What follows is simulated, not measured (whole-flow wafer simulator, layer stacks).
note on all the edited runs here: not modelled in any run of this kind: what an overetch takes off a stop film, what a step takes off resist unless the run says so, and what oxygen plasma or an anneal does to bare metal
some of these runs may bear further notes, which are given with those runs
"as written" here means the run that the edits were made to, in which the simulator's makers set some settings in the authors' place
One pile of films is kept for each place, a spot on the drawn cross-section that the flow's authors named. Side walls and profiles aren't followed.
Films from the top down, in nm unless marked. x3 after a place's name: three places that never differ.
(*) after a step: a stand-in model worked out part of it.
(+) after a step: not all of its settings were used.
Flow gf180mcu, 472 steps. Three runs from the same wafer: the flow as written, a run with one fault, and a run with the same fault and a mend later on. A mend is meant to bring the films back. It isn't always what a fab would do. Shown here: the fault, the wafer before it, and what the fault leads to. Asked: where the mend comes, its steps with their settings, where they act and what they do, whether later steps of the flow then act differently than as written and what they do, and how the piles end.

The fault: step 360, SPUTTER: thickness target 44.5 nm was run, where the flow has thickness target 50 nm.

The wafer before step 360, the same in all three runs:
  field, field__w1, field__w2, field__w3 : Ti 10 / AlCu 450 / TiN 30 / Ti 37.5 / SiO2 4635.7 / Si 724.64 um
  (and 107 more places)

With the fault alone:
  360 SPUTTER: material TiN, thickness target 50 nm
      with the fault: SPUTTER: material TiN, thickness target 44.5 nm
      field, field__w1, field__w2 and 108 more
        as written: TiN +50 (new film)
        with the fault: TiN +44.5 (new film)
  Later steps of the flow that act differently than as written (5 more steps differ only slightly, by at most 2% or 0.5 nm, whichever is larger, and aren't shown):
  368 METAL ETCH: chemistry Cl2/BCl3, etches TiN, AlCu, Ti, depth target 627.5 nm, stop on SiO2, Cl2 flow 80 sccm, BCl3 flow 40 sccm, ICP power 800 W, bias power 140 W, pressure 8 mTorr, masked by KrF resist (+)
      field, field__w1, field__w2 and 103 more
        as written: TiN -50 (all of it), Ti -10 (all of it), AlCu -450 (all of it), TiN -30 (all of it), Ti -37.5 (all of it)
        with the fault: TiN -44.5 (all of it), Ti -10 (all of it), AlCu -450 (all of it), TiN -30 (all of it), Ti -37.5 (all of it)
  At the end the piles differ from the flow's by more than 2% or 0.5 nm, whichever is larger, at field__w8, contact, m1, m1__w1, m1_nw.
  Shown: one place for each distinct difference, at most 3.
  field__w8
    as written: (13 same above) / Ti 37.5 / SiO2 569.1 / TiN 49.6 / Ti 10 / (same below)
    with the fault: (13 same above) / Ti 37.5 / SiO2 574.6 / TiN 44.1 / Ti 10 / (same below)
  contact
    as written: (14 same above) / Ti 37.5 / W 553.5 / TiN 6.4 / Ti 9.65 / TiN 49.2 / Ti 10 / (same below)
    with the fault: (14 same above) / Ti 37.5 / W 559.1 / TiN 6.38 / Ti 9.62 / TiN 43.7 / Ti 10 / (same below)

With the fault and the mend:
  The mend comes after step 367.
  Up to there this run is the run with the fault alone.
  367a STRIP: chemistry O2/N2, power 2160 W, pressure 1700 mTorr (*)
      field__w8, contact, m1, m1__w1, m1_nw
        KrF resist -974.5 (all of it)
  367b SPUTTER: material TiN, thickness target 5.5 nm (the flow's step 360 once more, with other settings)
      field, field__w1, field__w2 and 108 more
        TiN +5.5
  367c HMDS: 120 C, 60 s (the flow's step 362 once more)
      changes no film at any place that is followed
  367d COAT: KrF resist, thickness 1000 nm (the flow's step 363 once more)
      field, field__w1, field__w2 and 108 more
        KrF resist +1000 (new film)
  367e SOFTBAKE: KrF resist (the flow's step 364 once more)
      changes no film at any place that is followed
  367f EXPOSE: photomask Metal4 (the flow's step 365 once more)
      changes no film at any place that is followed
  367g PEB: KrF resist, 135 C, 90 s (the flow's step 366 once more)
      field, field__w1, field__w2 and 108 more
        KrF resist -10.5
  367h DEVELOP: thickness 1000 nm, 60 s (the flow's step 367 once more)
      field, field__w1, field__w2 and 103 more
        KrF resist -989.5 (all of it)
      field__w8, contact, m1, m1__w1, m1_nw
        KrF resist -14.9
  No later step of the flow acts differently than as written at any place that is followed.
  At the end the piles are the same as the flow's at every place that both follow.
